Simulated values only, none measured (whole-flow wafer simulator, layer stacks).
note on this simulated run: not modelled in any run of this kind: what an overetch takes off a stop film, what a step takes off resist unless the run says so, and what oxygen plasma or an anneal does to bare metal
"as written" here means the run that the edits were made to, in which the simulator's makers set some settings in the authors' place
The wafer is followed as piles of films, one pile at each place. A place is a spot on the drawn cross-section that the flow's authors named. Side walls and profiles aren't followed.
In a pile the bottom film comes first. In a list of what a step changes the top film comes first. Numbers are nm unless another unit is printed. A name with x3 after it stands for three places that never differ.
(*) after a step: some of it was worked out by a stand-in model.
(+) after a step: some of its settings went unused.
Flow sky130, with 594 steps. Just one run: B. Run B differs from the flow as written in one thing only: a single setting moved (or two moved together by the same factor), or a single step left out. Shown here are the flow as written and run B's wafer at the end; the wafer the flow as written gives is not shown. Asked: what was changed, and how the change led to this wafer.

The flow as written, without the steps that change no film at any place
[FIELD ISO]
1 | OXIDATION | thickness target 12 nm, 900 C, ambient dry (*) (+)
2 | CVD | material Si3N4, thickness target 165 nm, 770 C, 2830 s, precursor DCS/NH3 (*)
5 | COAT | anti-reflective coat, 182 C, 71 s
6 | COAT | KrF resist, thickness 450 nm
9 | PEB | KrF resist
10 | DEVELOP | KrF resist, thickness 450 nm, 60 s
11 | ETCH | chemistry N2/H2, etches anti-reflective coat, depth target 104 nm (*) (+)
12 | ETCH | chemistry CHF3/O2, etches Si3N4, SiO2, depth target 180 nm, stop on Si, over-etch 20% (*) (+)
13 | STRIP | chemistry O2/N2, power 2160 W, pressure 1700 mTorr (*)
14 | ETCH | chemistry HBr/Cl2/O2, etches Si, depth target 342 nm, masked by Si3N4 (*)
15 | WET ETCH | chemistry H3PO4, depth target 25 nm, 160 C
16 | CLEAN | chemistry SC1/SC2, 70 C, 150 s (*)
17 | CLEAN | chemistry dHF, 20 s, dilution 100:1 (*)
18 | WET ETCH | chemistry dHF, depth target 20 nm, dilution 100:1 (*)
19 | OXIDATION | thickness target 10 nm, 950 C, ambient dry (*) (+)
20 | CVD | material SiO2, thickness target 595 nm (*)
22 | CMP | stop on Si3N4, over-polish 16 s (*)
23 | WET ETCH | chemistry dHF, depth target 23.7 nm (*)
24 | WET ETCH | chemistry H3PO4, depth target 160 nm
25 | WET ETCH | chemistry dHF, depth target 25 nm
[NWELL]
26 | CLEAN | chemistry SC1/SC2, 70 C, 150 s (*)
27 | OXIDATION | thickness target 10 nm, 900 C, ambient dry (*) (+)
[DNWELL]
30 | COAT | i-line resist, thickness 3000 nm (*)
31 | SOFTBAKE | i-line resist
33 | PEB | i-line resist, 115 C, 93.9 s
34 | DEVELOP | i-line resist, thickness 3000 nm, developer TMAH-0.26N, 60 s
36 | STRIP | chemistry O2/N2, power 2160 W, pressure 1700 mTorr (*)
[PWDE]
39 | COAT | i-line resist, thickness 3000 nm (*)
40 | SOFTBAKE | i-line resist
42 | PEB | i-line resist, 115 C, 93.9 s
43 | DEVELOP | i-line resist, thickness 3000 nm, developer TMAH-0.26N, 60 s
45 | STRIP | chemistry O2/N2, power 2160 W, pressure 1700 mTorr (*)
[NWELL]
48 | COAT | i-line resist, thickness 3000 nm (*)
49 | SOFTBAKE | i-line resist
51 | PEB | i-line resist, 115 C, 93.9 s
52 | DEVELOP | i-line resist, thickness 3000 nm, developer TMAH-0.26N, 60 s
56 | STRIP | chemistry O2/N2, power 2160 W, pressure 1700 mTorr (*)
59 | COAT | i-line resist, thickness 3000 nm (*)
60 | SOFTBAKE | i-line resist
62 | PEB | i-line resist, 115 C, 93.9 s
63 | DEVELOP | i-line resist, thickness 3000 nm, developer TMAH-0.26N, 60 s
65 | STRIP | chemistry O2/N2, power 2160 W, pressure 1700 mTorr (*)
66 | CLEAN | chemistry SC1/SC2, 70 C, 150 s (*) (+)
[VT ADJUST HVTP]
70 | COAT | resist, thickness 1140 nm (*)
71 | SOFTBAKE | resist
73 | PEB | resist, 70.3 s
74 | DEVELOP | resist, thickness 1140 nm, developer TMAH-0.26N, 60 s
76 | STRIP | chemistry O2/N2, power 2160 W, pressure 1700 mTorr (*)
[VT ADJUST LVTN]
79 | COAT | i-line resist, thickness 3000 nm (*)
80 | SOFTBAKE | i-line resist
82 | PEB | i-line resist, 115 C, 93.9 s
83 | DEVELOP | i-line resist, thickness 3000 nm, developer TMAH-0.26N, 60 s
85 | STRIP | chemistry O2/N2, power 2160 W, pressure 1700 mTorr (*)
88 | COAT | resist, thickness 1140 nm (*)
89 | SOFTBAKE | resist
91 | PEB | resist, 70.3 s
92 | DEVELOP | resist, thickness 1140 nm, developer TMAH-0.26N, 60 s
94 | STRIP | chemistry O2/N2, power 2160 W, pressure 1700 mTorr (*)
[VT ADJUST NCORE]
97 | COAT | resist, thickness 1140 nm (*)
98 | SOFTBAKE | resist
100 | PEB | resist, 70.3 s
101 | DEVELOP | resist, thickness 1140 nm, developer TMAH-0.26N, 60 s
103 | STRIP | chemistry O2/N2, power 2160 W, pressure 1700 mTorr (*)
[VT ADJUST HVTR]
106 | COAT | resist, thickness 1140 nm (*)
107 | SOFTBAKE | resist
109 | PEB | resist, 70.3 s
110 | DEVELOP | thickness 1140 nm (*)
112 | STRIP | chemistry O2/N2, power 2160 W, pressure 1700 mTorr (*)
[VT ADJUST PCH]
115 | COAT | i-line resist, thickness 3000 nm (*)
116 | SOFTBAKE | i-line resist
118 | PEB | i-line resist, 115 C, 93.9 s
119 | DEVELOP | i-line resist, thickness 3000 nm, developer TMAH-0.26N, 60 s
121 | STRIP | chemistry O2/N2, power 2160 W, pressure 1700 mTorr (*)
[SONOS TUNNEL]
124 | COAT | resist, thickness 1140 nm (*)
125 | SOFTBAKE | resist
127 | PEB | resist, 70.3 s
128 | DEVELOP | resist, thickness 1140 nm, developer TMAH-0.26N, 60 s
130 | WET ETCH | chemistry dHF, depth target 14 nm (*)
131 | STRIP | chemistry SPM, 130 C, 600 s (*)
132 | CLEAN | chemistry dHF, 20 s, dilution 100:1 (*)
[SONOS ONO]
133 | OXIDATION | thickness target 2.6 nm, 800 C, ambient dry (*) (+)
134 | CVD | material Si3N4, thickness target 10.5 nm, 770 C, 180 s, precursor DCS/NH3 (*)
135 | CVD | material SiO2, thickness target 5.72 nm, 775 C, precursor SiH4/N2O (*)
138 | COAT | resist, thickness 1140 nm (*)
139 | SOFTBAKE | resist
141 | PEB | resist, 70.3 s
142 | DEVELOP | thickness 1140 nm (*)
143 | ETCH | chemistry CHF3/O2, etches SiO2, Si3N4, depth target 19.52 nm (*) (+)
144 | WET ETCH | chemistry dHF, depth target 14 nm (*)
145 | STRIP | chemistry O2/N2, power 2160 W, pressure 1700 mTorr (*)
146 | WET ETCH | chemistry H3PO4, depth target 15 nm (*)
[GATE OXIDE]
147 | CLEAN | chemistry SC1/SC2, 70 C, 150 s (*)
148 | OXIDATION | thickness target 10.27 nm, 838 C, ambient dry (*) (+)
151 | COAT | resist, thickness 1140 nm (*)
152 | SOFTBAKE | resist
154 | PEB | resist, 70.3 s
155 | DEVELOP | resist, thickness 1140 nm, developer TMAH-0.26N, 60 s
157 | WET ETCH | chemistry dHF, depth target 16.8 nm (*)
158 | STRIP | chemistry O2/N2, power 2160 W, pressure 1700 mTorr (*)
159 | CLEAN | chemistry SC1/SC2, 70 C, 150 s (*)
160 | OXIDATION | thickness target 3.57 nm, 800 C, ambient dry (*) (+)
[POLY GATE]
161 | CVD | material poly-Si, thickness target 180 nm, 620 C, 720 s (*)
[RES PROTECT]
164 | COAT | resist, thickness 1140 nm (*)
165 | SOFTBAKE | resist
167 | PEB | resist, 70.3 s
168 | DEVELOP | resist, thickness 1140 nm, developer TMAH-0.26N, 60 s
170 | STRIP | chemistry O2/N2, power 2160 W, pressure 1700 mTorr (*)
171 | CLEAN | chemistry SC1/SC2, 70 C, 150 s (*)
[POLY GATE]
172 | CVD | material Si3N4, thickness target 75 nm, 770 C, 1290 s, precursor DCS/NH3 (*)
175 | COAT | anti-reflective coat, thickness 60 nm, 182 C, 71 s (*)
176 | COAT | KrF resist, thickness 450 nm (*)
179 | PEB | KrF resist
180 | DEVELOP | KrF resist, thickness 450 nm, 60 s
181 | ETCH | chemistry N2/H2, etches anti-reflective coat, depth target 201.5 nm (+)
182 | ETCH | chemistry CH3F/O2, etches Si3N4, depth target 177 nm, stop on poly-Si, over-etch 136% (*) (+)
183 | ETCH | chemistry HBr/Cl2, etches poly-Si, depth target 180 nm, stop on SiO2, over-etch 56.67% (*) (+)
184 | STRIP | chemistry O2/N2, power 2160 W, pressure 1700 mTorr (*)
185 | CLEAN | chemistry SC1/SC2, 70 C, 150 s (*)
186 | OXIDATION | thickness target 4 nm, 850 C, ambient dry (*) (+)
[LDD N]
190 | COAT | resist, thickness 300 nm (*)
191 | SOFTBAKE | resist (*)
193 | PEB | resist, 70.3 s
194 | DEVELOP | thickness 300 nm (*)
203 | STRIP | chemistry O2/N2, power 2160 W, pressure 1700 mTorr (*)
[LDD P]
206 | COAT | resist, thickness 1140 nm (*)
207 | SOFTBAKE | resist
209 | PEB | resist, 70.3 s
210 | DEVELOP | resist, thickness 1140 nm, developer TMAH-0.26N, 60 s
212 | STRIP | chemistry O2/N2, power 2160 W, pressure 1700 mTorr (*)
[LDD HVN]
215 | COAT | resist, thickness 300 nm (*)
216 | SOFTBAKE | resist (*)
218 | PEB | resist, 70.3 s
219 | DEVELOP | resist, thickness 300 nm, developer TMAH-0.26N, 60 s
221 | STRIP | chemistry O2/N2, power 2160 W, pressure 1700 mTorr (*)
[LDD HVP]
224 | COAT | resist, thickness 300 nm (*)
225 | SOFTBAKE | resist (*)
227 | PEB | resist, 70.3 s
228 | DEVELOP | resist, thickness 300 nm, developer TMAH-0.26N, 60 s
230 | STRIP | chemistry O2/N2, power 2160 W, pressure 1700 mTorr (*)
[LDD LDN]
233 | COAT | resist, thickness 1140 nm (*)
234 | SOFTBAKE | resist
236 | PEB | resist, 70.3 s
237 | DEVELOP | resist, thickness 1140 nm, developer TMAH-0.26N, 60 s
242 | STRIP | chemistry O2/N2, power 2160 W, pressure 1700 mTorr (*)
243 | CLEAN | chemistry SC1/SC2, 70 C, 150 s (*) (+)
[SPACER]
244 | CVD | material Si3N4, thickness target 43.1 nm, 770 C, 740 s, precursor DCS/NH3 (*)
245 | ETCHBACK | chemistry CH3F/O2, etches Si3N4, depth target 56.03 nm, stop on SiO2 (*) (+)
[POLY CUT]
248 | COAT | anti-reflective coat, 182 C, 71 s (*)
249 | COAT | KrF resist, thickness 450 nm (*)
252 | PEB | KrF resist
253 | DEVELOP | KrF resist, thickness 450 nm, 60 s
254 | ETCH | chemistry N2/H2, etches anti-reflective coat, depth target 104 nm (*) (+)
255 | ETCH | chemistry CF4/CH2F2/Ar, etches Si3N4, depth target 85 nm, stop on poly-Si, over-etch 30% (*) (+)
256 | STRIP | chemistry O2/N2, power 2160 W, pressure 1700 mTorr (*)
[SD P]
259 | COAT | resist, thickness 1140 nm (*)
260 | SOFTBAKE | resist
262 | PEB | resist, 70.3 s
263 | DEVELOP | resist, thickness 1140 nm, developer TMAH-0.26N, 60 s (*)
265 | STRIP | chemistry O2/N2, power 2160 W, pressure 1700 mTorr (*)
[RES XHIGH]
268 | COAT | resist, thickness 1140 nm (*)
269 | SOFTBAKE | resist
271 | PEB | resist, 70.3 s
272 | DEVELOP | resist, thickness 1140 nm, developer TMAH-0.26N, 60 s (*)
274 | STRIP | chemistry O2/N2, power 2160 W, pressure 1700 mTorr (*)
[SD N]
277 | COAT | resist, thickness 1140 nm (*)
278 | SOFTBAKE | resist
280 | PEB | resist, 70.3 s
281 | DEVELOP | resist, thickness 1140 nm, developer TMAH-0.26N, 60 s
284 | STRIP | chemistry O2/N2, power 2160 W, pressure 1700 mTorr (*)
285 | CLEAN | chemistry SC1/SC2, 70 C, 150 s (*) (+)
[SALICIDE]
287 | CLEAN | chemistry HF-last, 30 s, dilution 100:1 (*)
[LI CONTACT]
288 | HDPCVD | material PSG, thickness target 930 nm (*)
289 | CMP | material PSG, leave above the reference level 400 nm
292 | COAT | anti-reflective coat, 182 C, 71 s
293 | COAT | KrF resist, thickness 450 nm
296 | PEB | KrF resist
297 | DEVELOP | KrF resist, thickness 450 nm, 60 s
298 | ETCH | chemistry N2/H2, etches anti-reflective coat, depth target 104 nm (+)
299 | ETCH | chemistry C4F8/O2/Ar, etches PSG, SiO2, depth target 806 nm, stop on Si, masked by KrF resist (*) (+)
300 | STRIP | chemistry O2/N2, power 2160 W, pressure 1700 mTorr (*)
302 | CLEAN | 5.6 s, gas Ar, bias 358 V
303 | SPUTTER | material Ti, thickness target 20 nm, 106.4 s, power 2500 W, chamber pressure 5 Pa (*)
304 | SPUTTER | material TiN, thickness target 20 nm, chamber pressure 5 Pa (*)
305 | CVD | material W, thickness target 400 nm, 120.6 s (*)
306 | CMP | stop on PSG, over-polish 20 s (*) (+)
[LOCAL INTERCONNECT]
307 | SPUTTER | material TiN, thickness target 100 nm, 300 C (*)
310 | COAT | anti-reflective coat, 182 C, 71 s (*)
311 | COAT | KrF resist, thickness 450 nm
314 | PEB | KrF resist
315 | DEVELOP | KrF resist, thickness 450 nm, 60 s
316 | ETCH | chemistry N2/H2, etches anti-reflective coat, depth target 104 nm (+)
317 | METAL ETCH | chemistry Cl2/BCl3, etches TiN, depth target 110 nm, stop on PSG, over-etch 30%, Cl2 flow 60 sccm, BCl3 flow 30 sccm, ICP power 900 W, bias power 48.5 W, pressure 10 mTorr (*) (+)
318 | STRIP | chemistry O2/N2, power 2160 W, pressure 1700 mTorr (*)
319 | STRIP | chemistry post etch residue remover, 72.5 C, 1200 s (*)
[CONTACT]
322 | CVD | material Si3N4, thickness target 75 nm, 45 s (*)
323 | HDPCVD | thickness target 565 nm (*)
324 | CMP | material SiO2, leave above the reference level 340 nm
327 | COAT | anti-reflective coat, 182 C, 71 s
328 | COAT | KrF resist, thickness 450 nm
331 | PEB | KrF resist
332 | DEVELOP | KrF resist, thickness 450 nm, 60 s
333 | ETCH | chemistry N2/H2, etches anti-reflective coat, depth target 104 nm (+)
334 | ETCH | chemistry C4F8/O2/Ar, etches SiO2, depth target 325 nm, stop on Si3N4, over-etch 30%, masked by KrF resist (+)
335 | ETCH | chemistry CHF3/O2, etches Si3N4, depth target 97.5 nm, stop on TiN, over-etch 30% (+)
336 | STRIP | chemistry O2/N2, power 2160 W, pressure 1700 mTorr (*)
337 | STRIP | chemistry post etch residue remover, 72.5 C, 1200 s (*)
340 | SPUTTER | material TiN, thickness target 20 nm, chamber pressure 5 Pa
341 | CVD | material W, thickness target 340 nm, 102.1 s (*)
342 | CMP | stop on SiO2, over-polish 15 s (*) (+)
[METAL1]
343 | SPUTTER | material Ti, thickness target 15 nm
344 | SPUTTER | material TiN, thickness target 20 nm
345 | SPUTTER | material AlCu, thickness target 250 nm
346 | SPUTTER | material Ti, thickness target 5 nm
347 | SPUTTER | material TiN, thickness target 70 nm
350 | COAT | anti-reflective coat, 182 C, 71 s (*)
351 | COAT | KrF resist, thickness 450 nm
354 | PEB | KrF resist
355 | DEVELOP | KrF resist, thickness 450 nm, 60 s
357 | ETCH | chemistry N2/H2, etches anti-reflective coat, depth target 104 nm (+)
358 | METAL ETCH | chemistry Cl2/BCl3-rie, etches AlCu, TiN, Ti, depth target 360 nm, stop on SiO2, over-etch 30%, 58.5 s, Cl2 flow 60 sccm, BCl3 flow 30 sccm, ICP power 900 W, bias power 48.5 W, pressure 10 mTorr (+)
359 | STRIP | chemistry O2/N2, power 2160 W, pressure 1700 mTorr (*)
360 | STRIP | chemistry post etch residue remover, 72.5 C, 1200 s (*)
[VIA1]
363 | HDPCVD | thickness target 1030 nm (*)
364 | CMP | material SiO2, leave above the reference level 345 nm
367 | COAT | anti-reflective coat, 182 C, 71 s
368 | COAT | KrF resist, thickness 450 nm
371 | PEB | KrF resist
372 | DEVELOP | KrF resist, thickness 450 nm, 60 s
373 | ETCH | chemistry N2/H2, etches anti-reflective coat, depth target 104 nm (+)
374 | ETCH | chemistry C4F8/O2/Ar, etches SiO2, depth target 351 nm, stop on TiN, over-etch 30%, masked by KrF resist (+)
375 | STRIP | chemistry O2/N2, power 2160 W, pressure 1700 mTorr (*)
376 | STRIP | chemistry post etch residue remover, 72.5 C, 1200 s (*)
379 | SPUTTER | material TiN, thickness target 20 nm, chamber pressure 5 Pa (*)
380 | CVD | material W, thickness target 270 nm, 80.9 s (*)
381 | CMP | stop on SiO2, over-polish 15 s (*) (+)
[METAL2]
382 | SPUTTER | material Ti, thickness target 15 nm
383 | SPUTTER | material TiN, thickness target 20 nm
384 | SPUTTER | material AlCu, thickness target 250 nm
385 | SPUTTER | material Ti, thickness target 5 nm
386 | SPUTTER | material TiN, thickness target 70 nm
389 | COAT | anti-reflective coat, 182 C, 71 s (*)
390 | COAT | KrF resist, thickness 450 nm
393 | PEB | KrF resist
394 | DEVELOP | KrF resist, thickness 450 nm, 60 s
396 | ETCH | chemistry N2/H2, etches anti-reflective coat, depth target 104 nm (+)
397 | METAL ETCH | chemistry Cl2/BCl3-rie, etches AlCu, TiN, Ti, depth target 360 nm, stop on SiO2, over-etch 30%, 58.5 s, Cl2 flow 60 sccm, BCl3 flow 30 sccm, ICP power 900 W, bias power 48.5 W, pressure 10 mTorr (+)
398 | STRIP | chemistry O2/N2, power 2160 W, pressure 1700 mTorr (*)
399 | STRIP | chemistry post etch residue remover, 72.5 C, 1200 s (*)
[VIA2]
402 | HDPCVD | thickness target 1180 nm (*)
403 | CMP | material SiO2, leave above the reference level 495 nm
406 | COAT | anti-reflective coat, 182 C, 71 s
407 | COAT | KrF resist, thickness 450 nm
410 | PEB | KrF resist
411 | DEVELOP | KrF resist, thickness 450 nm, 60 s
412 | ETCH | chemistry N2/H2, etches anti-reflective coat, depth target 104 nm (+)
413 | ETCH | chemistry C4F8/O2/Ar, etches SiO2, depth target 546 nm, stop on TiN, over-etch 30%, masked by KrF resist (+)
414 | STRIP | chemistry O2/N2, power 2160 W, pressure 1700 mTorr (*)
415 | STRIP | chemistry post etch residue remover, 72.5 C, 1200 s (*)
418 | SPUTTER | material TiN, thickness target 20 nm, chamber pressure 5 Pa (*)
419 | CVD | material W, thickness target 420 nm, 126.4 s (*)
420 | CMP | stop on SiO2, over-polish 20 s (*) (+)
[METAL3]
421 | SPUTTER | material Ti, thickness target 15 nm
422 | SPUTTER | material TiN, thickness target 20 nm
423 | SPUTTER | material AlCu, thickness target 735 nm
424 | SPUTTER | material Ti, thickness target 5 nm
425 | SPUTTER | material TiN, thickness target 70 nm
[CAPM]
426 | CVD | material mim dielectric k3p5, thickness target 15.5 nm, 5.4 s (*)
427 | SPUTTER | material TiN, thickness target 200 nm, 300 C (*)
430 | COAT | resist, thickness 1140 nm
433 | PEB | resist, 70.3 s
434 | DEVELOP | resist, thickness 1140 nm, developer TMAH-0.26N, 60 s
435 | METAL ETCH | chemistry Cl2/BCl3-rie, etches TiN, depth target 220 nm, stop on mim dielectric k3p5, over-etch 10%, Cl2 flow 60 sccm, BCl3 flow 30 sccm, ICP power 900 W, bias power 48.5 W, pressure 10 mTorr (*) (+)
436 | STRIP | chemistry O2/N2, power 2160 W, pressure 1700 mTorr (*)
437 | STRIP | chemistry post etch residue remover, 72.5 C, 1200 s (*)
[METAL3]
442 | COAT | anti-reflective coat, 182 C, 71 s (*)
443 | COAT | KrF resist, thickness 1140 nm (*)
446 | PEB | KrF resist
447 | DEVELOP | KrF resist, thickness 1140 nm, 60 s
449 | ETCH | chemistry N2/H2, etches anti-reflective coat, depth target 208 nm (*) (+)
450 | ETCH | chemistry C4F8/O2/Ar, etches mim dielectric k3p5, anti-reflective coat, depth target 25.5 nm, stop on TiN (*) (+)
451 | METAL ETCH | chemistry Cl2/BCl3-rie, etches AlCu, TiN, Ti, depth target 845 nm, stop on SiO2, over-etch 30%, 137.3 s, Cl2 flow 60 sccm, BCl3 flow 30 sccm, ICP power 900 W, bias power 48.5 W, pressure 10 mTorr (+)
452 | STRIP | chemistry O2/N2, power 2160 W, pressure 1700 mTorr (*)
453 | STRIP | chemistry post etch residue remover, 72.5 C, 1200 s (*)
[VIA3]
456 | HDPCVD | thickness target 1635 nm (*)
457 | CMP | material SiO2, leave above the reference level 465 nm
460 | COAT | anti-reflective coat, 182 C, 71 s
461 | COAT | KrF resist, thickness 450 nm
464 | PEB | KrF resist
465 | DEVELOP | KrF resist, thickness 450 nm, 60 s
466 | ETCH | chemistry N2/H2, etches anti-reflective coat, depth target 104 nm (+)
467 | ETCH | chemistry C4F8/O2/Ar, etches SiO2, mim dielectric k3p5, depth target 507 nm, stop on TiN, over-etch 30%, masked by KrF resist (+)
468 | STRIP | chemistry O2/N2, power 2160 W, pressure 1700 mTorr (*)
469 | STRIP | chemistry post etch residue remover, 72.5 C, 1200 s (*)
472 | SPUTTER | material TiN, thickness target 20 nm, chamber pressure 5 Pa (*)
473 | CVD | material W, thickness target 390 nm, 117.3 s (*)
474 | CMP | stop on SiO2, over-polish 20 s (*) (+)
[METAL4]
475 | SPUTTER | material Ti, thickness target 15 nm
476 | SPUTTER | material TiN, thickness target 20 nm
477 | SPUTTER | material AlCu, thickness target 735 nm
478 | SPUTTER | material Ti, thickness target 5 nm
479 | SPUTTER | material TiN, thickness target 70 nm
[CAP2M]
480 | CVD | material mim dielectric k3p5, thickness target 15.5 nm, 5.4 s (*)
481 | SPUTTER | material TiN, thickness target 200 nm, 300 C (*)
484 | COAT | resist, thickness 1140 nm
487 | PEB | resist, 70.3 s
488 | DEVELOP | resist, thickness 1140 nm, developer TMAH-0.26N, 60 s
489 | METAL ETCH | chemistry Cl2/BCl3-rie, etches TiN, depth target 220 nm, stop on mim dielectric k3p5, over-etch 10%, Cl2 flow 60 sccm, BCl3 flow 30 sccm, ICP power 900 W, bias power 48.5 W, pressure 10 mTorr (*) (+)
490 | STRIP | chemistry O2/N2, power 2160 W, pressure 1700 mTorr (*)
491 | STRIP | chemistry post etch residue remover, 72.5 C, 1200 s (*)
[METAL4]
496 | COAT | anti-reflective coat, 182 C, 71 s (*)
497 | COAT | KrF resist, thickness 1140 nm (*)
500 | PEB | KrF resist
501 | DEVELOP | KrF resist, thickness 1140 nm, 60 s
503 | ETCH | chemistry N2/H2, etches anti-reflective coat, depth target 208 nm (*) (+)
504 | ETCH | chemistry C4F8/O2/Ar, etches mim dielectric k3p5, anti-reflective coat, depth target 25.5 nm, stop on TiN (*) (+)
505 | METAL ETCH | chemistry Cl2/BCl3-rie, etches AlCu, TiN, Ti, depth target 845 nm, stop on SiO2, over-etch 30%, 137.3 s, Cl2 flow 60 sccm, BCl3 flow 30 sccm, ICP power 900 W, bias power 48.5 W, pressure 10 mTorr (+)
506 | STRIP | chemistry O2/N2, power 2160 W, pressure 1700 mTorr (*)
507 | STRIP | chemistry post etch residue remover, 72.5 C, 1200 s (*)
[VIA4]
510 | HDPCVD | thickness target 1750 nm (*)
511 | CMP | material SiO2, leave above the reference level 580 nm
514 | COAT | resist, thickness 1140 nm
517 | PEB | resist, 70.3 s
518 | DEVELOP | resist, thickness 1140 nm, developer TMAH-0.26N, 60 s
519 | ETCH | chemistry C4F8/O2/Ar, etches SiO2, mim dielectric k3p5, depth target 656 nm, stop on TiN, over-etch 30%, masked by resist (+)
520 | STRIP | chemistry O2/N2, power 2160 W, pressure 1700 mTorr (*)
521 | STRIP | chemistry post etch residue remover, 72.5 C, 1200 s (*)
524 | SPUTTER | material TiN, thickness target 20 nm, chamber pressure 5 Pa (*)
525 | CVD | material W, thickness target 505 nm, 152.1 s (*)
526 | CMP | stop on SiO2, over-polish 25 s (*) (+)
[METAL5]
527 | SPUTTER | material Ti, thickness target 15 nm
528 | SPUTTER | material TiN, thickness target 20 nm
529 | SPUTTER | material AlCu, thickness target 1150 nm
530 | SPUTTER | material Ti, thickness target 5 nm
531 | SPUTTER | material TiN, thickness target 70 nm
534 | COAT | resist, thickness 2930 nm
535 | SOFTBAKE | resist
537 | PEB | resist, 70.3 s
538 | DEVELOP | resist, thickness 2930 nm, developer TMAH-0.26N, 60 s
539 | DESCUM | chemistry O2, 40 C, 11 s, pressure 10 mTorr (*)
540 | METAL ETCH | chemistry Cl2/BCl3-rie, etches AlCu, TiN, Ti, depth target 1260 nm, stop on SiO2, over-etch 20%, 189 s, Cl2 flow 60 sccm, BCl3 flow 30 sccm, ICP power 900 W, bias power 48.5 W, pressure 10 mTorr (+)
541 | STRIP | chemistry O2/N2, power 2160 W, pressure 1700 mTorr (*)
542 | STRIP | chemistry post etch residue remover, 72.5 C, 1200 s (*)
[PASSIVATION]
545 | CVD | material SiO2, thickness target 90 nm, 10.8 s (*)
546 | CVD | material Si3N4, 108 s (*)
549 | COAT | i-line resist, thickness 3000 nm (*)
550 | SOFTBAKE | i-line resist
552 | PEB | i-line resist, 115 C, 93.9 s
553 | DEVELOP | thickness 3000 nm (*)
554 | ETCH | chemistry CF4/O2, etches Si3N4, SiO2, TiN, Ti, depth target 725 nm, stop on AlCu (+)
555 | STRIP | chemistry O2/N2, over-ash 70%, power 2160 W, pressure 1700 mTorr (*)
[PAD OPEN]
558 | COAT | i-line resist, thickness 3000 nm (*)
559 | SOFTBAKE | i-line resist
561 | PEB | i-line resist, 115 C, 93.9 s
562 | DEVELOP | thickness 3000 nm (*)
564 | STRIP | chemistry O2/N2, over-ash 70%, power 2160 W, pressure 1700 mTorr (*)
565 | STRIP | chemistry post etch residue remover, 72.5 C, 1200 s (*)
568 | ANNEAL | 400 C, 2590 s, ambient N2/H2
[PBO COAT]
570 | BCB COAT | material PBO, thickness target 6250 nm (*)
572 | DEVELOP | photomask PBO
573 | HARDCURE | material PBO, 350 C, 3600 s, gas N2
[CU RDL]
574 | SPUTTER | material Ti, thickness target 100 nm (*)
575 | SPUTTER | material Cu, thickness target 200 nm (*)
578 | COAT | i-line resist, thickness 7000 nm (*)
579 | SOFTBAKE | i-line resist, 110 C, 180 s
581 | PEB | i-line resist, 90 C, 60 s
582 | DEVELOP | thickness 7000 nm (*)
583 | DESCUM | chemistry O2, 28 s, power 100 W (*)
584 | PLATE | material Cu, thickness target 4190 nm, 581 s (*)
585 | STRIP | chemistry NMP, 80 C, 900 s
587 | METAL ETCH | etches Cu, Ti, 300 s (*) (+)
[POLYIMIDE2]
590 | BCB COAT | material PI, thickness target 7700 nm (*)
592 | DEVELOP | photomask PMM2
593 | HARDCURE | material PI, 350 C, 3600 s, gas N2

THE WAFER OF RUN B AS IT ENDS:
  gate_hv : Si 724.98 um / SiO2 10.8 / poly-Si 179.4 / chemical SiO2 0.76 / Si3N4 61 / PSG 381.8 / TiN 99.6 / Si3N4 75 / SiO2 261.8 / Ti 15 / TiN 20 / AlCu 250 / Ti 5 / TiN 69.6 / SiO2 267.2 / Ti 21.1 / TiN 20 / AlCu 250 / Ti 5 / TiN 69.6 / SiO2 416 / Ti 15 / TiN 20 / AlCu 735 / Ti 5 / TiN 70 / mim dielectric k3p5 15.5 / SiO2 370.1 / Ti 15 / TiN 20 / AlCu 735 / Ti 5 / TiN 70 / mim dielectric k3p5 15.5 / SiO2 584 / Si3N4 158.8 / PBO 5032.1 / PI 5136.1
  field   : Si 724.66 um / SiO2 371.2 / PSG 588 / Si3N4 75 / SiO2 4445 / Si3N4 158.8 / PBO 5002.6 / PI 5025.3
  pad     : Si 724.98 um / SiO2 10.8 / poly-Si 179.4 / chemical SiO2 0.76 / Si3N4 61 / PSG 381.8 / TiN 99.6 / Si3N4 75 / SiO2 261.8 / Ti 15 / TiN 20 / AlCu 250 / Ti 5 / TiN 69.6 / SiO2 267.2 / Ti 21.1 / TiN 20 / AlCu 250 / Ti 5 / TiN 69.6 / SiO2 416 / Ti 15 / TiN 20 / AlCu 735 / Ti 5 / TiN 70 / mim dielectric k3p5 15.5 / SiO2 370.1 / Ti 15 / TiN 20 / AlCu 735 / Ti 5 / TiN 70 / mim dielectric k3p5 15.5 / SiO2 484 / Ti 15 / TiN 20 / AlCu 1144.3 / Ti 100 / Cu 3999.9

What caused this: step 382, SPUTTER: thickness target 21.1 nm was run, though the flow has thickness target 15 nm.
One can read it off the wafer: gate_hv has Ti 21.1, and step 382 as written asks for 15 nm.

How this came from the change, step by step:
  382 | SPUTTER | material Ti, thickness target 15 nm
      field, active, n_well and 188 more: +21.1 Ti (new film) (it would be, as written: +15 Ti (new film))
  397 | METAL ETCH | chemistry Cl2/BCl3-rie, etches AlCu, TiN, Ti, depth target 360 nm, stop on SiO2, over-etch 30%, 58.5 s, Cl2 flow 60 sccm, BCl3 flow 30 sccm, ICP power 900 W, bias power 48.5 W, pressure 10 mTorr (+)
      field, active, gate and 82 more: -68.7 TiN (all of it), -5 Ti (all of it), -250 AlCu (all of it), -20 TiN (all of it), -21.1 Ti (all of it), -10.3 SiO2 (it would be, as written: -68.7 TiN (all of it), -5 Ti (all of it), -250 AlCu (all of it), -20 TiN (all of it), -15 Ti (all of it), -10.9 SiO2)
